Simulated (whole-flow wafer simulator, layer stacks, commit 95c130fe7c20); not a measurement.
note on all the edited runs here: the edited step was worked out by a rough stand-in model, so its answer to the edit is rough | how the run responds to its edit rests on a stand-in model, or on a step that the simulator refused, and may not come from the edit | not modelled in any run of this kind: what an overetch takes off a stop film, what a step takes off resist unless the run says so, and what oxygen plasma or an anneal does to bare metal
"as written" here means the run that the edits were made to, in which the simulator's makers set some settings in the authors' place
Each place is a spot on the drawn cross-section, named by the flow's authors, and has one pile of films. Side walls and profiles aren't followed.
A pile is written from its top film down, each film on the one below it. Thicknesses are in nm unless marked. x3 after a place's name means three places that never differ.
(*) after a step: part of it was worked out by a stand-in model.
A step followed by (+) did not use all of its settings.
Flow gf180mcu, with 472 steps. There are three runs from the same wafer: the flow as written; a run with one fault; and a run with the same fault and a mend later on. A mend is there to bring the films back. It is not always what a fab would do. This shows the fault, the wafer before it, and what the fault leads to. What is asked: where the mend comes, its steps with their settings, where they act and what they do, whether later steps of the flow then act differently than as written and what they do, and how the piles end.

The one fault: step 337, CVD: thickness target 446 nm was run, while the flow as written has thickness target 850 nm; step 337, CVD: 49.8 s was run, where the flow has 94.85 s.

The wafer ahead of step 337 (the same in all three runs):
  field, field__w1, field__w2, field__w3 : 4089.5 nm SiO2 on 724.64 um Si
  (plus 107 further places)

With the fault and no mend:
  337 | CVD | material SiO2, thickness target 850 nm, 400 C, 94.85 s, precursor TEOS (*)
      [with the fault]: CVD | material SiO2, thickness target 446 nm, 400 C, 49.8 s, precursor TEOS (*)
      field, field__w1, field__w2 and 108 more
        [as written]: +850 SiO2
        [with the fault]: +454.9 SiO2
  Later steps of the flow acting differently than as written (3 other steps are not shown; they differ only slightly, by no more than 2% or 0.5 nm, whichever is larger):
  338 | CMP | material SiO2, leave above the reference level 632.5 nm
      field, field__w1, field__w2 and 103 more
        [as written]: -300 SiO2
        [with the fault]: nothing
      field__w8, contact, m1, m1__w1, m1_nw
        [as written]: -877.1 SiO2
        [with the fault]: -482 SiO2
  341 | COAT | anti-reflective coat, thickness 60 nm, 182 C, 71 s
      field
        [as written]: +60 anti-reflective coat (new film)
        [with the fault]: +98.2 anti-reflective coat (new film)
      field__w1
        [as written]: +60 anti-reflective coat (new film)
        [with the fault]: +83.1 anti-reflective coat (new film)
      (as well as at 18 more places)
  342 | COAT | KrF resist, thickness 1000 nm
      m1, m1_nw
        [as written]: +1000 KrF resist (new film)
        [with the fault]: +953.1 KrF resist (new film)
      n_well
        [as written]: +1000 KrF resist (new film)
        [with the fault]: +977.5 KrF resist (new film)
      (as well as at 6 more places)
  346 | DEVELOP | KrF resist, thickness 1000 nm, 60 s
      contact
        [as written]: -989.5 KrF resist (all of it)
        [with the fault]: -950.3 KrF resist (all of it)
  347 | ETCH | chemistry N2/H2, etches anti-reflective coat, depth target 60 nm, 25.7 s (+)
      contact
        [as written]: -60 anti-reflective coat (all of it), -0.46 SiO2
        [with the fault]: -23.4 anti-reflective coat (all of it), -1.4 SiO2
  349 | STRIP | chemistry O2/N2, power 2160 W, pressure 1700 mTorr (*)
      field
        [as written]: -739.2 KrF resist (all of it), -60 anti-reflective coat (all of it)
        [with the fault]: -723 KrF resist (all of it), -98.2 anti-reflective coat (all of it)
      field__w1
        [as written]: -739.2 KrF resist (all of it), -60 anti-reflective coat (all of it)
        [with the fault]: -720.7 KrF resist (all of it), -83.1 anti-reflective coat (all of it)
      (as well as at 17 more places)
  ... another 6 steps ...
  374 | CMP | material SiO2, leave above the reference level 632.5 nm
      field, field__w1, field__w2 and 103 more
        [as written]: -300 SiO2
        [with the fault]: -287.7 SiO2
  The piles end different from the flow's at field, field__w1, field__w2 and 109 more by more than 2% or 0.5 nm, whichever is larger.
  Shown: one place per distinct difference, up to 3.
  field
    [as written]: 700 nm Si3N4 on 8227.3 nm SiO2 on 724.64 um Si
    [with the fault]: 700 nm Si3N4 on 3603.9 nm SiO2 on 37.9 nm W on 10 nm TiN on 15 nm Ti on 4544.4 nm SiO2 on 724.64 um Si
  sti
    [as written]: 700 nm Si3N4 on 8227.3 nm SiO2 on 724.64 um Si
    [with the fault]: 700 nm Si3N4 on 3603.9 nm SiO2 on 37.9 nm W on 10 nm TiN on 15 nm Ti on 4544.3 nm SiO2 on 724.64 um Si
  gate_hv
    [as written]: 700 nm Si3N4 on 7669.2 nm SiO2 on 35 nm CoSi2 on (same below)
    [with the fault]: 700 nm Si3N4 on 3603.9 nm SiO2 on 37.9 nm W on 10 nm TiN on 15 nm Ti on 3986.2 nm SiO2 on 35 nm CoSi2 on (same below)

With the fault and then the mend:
  After step 337 comes the mend.
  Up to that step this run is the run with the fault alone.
  337a | CVD | material SiO2, thickness target 404 nm, 400 C, 45.08 s, precursor TEOS (*) (the flow's step 337, run once more with other settings)
      field, field__w1, field__w2 and 108 more
        +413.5 SiO2
  Later steps of the flow acting differently than as written:
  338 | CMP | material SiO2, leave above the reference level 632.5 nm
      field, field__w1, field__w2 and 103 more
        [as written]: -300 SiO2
        [with the mend]: -318.4 SiO2
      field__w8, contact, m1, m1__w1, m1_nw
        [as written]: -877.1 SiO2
        [with the mend]: -895.4 SiO2
  At every place that both follow, the piles at the end match the flow's.
